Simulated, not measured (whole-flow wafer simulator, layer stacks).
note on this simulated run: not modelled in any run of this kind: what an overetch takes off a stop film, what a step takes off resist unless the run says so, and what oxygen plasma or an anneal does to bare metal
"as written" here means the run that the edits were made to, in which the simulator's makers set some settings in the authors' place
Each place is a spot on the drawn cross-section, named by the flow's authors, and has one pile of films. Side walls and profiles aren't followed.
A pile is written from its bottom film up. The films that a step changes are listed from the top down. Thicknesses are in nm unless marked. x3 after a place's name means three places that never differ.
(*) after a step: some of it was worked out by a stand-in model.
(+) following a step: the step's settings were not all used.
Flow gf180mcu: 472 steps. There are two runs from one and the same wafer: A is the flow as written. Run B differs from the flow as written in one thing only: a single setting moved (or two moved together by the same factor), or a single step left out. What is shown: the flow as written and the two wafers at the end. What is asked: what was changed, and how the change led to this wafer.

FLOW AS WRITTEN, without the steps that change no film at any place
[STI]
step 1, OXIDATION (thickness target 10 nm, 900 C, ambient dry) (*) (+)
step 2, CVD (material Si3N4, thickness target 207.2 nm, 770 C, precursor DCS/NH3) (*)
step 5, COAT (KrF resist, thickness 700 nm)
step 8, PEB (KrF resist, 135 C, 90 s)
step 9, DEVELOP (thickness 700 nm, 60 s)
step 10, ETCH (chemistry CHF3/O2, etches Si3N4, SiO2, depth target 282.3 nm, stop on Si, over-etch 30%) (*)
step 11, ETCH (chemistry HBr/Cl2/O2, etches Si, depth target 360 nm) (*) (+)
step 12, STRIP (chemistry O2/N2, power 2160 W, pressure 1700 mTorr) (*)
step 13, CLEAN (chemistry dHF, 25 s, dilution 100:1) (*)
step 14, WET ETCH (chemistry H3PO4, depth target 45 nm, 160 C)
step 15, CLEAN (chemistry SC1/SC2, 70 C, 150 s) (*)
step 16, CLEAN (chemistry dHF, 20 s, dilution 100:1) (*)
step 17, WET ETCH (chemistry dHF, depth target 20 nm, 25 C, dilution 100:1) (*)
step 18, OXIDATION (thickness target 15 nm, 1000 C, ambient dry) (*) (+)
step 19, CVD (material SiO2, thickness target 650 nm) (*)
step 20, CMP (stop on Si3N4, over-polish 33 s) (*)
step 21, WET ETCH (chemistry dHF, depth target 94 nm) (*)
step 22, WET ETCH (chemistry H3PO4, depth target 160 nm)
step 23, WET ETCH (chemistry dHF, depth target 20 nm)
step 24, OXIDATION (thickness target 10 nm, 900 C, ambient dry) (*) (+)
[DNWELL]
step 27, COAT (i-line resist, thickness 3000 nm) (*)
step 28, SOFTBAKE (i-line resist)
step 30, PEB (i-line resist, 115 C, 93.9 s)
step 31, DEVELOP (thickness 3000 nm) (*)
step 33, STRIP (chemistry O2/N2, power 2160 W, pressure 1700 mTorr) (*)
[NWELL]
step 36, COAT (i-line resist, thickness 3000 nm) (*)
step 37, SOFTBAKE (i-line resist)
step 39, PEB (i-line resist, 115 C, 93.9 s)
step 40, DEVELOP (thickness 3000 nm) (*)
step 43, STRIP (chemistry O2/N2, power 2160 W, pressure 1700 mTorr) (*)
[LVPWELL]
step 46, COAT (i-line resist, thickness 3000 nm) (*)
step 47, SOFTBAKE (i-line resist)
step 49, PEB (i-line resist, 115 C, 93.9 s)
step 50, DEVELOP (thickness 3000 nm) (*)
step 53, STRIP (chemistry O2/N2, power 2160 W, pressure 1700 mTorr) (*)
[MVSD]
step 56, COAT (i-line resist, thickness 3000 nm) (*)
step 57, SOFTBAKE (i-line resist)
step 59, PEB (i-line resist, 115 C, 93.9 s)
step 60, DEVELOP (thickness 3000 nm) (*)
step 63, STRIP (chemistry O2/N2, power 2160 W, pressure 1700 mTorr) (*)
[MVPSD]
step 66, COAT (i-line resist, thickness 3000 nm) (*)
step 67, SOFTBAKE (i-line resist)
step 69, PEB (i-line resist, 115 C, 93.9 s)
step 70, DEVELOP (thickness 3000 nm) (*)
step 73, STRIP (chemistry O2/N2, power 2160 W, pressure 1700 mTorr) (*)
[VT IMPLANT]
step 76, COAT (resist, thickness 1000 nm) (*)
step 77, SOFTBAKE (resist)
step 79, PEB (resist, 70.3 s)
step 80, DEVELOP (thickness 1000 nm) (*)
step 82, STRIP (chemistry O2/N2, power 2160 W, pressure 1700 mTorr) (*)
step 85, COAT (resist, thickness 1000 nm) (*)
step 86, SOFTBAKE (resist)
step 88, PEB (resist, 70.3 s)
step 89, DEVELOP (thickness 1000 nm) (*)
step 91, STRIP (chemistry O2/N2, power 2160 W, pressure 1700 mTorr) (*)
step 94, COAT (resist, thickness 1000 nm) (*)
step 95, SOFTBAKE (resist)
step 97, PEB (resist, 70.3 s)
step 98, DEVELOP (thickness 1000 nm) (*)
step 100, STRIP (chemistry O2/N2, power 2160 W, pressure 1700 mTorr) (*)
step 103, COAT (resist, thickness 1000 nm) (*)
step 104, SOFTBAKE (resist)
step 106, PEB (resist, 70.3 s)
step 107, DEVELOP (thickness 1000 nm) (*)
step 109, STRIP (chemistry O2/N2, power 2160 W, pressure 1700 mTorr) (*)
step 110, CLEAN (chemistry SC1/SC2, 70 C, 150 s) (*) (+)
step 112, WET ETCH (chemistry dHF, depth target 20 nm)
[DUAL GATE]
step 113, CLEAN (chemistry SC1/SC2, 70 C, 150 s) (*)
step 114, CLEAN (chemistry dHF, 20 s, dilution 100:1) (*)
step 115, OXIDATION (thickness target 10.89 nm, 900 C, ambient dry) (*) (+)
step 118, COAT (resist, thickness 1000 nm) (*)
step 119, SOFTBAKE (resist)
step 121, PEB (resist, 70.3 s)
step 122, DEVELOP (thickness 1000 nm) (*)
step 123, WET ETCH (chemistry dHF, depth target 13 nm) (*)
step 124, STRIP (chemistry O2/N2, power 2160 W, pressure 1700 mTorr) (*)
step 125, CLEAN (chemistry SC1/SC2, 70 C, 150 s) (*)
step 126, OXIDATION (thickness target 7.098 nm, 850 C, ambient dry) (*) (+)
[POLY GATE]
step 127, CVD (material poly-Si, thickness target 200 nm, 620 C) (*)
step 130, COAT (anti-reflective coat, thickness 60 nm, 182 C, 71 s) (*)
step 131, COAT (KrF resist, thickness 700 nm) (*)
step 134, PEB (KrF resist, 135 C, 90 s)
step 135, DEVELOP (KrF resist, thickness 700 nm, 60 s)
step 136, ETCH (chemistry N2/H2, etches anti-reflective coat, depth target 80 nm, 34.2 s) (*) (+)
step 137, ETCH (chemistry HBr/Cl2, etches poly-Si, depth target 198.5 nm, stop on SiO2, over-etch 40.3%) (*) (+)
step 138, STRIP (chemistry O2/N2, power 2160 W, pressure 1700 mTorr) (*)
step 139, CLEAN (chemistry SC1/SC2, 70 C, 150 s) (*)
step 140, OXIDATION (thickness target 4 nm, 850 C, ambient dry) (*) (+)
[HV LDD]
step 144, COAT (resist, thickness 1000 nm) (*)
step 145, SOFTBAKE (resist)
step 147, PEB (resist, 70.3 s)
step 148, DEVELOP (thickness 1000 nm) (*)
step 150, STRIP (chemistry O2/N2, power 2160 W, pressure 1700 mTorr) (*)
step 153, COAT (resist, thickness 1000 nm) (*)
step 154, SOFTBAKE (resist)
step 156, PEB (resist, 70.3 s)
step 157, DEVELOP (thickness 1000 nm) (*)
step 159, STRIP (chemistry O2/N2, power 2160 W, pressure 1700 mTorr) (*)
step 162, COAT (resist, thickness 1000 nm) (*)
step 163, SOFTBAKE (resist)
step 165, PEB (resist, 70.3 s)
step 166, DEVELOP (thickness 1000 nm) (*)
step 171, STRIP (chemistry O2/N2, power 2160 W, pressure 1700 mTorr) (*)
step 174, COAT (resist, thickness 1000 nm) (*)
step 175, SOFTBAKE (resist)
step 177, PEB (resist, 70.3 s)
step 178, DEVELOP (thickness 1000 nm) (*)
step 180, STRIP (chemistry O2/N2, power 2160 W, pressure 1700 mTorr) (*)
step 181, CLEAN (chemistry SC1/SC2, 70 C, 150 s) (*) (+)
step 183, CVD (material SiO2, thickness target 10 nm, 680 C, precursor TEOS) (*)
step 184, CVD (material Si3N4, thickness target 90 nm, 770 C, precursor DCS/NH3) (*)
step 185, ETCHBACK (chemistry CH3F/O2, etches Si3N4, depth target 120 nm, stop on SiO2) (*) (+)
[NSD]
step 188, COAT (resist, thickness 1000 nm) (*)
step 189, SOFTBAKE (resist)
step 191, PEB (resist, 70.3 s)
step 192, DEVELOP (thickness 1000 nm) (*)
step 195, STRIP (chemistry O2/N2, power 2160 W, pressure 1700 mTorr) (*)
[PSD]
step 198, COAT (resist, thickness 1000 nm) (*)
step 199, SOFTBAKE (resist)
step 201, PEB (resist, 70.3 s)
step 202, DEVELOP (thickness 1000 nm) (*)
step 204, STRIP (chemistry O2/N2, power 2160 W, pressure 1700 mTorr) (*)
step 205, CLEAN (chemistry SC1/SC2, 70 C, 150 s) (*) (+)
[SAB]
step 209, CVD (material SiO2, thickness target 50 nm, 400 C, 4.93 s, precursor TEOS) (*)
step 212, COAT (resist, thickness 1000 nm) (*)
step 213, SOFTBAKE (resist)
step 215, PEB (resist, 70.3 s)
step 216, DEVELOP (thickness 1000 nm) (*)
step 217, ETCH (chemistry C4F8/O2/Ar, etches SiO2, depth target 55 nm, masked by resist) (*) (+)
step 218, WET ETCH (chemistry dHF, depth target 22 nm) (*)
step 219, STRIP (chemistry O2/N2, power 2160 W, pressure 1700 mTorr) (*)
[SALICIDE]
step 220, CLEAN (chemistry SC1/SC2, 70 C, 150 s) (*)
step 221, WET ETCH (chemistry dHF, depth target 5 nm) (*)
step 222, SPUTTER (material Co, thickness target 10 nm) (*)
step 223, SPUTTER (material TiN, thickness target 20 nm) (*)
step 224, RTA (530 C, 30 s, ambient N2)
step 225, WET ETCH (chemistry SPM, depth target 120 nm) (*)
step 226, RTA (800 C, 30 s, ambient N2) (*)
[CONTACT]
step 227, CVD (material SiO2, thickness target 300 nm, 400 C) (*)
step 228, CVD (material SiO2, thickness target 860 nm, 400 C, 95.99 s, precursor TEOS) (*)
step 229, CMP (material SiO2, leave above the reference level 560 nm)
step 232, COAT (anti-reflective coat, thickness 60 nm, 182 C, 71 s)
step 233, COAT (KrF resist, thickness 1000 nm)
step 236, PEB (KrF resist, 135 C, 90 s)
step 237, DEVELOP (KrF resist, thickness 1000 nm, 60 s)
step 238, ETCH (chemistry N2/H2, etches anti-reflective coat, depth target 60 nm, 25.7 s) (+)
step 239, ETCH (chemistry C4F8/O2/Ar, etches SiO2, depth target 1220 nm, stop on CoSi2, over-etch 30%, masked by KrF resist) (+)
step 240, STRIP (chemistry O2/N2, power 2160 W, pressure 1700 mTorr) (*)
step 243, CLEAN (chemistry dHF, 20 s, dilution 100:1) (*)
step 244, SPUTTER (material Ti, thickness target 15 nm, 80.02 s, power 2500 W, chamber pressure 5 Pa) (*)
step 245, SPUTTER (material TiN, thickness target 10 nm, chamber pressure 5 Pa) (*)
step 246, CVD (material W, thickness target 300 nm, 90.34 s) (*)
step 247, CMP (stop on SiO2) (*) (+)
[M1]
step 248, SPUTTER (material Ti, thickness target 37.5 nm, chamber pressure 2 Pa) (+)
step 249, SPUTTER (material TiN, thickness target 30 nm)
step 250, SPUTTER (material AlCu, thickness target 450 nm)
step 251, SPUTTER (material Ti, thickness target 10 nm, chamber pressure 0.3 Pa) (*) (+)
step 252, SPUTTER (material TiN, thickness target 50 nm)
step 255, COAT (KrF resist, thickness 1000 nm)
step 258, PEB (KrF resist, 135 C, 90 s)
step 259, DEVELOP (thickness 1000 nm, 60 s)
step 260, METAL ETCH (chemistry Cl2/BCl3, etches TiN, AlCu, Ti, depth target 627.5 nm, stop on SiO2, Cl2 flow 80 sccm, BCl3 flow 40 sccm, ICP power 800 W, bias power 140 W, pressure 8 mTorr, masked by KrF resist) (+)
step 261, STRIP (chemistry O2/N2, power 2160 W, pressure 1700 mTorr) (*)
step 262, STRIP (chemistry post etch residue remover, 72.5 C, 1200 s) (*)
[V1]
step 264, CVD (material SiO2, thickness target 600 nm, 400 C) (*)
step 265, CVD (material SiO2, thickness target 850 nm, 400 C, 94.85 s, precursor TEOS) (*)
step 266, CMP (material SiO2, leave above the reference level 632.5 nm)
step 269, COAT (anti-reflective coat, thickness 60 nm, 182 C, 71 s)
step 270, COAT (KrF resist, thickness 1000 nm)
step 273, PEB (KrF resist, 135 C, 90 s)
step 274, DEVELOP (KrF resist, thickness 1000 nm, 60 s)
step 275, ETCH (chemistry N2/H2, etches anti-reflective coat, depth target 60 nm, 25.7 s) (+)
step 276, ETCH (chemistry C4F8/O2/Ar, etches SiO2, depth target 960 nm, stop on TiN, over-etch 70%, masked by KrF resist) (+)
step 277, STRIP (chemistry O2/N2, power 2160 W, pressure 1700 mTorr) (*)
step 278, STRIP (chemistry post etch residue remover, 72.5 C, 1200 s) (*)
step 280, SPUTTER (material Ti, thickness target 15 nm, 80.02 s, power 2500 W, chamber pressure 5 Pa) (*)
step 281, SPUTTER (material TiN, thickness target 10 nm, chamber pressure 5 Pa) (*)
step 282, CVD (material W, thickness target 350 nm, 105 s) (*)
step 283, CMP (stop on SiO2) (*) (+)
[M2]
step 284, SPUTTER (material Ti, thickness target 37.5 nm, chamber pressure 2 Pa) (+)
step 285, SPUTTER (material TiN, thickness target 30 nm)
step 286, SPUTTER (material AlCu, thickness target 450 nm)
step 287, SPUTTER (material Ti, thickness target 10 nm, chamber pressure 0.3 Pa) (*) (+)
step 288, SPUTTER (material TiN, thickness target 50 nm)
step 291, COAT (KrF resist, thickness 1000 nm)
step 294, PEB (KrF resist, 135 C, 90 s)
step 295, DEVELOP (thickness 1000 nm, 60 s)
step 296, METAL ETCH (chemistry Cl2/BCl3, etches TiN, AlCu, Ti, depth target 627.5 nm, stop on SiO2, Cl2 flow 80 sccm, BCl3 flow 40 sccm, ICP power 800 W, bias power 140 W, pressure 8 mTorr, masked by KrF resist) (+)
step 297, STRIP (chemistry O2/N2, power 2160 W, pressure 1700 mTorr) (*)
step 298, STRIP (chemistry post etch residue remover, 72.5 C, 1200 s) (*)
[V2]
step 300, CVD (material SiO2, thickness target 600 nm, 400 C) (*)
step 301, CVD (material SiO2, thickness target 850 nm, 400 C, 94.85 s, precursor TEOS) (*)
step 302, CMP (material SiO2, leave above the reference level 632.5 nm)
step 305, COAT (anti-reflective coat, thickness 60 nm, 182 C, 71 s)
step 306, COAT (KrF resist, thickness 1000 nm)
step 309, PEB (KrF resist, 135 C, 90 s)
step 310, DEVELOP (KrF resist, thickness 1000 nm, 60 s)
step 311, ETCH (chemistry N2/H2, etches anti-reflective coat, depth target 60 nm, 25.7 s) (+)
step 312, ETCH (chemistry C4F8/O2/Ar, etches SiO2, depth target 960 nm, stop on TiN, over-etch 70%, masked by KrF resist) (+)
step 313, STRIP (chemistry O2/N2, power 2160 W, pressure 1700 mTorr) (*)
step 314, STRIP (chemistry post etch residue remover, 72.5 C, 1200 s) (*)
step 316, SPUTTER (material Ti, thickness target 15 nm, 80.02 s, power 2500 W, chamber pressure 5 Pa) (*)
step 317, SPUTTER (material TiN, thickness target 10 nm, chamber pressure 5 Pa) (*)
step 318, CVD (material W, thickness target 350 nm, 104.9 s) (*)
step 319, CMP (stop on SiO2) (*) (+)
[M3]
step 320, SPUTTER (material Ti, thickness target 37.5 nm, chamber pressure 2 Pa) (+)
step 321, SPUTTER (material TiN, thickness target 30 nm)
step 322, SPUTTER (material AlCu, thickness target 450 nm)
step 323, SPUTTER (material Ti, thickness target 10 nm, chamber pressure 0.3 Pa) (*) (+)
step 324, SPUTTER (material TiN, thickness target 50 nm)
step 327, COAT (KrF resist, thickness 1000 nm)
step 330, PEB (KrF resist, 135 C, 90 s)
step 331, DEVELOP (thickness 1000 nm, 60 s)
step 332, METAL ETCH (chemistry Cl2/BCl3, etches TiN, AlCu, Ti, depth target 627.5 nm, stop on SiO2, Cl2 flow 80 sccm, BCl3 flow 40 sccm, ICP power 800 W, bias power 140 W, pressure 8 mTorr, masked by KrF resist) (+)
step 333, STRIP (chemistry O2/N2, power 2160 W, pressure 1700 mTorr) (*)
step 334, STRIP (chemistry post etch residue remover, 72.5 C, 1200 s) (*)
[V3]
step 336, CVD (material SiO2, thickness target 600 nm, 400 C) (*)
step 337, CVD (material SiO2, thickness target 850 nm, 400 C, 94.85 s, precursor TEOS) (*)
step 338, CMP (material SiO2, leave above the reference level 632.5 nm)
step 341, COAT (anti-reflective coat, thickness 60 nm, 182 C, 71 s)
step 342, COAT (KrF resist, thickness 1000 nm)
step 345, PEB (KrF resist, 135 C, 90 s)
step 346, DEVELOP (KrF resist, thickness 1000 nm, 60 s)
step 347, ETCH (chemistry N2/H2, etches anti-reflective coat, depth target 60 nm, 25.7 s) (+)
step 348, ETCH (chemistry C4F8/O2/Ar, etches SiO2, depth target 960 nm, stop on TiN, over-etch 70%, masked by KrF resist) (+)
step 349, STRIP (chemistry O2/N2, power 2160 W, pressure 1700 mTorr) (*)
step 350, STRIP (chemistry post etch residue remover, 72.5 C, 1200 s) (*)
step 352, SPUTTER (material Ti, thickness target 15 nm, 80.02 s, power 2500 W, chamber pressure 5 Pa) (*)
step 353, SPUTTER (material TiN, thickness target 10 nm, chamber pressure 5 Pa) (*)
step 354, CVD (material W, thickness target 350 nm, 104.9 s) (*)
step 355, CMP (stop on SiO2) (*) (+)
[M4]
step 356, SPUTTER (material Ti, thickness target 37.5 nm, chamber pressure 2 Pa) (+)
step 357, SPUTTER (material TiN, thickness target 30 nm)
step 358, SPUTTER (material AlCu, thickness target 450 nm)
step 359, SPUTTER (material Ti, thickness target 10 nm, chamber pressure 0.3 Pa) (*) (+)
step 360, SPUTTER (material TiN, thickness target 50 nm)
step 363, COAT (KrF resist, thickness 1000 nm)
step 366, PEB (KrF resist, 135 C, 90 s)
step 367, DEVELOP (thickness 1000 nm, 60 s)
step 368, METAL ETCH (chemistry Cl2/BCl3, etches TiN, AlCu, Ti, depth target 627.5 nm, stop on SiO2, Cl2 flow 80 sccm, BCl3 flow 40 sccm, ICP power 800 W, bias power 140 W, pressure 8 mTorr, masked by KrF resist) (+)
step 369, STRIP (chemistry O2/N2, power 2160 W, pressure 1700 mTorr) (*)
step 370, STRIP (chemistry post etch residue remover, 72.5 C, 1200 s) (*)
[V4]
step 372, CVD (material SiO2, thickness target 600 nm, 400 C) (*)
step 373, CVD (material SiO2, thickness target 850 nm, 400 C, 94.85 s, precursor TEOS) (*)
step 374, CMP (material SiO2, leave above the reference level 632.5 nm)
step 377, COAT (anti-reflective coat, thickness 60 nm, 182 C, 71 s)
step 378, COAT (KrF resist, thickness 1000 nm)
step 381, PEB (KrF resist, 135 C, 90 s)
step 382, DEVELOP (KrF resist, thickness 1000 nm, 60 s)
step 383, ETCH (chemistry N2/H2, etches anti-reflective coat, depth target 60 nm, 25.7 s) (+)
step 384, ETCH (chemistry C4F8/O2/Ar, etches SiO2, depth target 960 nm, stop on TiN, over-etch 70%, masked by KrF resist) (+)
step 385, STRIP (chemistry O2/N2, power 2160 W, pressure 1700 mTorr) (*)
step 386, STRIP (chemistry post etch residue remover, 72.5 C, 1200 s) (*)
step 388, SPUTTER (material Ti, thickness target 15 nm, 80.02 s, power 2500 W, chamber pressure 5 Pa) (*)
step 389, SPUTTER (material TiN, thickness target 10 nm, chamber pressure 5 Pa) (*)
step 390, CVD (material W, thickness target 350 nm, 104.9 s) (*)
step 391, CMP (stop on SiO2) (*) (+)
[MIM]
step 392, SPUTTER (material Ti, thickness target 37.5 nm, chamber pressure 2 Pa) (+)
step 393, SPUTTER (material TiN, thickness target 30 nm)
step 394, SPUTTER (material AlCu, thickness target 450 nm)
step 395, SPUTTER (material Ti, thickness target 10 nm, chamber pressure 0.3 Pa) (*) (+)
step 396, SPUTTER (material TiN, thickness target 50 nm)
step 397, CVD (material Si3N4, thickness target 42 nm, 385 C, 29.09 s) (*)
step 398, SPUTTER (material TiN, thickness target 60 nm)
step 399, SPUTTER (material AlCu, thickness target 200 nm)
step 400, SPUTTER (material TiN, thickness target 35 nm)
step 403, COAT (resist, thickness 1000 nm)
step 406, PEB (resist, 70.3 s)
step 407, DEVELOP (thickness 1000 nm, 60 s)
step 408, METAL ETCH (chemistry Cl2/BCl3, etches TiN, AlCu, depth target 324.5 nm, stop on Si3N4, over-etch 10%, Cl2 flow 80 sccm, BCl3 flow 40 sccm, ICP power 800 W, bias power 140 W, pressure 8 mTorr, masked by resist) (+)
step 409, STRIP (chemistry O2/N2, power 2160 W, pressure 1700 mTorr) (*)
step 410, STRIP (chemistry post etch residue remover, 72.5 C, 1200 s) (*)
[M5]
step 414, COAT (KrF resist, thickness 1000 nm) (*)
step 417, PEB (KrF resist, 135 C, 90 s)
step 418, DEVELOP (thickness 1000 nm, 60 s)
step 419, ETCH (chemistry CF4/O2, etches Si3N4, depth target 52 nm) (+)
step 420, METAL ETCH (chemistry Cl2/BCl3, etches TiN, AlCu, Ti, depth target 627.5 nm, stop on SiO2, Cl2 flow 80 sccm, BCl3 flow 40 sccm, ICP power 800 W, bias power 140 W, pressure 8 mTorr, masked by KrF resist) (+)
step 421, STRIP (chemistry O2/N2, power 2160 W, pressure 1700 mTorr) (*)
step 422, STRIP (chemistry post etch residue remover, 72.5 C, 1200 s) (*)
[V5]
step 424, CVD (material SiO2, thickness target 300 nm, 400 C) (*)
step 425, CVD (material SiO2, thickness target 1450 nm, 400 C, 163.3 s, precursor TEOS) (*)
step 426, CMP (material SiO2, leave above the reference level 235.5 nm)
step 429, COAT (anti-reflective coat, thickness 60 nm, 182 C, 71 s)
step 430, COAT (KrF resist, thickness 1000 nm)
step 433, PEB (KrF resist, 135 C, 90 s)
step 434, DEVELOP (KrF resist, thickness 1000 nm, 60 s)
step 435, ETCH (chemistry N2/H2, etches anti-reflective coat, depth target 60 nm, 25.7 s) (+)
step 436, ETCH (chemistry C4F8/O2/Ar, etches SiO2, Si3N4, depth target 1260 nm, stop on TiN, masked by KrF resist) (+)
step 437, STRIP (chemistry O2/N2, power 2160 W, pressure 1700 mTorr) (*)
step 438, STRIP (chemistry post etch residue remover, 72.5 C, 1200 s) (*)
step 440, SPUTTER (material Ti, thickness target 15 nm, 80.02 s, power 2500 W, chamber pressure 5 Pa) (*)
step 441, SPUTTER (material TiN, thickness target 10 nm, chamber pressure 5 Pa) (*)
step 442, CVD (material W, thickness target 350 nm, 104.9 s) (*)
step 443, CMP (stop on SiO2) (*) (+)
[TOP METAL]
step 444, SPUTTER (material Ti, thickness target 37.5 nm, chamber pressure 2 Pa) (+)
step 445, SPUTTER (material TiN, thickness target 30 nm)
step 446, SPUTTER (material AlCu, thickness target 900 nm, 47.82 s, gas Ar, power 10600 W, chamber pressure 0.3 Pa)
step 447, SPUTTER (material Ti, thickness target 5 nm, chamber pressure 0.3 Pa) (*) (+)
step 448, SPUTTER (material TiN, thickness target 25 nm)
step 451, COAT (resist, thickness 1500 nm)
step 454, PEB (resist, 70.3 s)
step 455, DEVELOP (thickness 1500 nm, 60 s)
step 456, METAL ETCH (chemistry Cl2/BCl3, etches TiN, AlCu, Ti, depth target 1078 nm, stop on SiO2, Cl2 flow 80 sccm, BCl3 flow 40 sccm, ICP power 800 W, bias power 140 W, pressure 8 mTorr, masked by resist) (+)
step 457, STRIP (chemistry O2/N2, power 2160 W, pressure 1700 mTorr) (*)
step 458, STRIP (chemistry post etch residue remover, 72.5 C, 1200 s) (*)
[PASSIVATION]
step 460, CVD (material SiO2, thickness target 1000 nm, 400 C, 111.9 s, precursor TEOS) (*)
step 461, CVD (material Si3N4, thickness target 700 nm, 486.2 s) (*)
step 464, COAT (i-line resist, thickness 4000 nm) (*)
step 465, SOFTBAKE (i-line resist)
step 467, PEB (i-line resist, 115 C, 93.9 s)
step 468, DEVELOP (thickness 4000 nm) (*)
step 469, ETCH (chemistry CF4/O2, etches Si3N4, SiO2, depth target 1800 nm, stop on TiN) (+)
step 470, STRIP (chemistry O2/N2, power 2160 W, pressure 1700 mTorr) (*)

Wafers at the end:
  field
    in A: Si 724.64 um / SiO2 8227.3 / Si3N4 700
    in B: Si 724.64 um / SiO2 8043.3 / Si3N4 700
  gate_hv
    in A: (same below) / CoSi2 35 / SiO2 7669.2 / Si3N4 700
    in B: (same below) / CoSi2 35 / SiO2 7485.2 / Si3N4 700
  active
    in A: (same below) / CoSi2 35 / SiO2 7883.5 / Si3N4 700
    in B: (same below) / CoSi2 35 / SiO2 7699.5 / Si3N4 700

What caused this: step 394, SPUTTER: thickness target 266 nm was run, though the flow has thickness target 450 nm.

How this came from the change, step by step:
  step 394, SPUTTER (material AlCu, thickness target 450 nm)
      field, field__w1, field__w2 and 108 more: A +450 AlCu (new film) | B +266 AlCu (new film)
  step 420, METAL ETCH (chemistry Cl2/BCl3, etches TiN, AlCu, Ti, depth target 627.5 nm, stop on SiO2, Cl2 flow 80 sccm, BCl3 flow 40 sccm, ICP power 800 W, bias power 140 W, pressure 8 mTorr, masked by KrF resist) (+)
      field, field__w1, field__w2 and 101 more: A -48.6 TiN (all of it), -10 Ti (all of it), -450 AlCu (all of it), -30 TiN (all of it), -37.5 Ti (all of it) | B -48.6 TiN (all of it), -10 Ti (all of it), -266 AlCu (all of it), -30 TiN (all of it), -37.5 Ti (all of it)
      field__w4, field__w8, contact, m1, m1__w1, mim, mim_1p0, m1_nw: A -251 KrF resist | B -235.2 KrF resist
  step 421, STRIP (chemistry O2/N2, power 2160 W, pressure 1700 mTorr) (*)
      field__w8, m1__w1: A -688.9 KrF resist (all of it) | B -704.6 KrF resist (all of it)
      contact, m1: A -689.3 KrF resist (all of it) | B -705.1 KrF resist (all of it)
      (as well as at 4 more places)
  step 426, CMP (material SiO2, leave above the reference level 235.5 nm)
      field, field__w1, field__w5 and 92 more: A -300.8 SiO2 | B -484.8 SiO2
      field__w2, field__w3, field__w12 and 6 more: A -272.7 SiO2 | B -465 SiO2
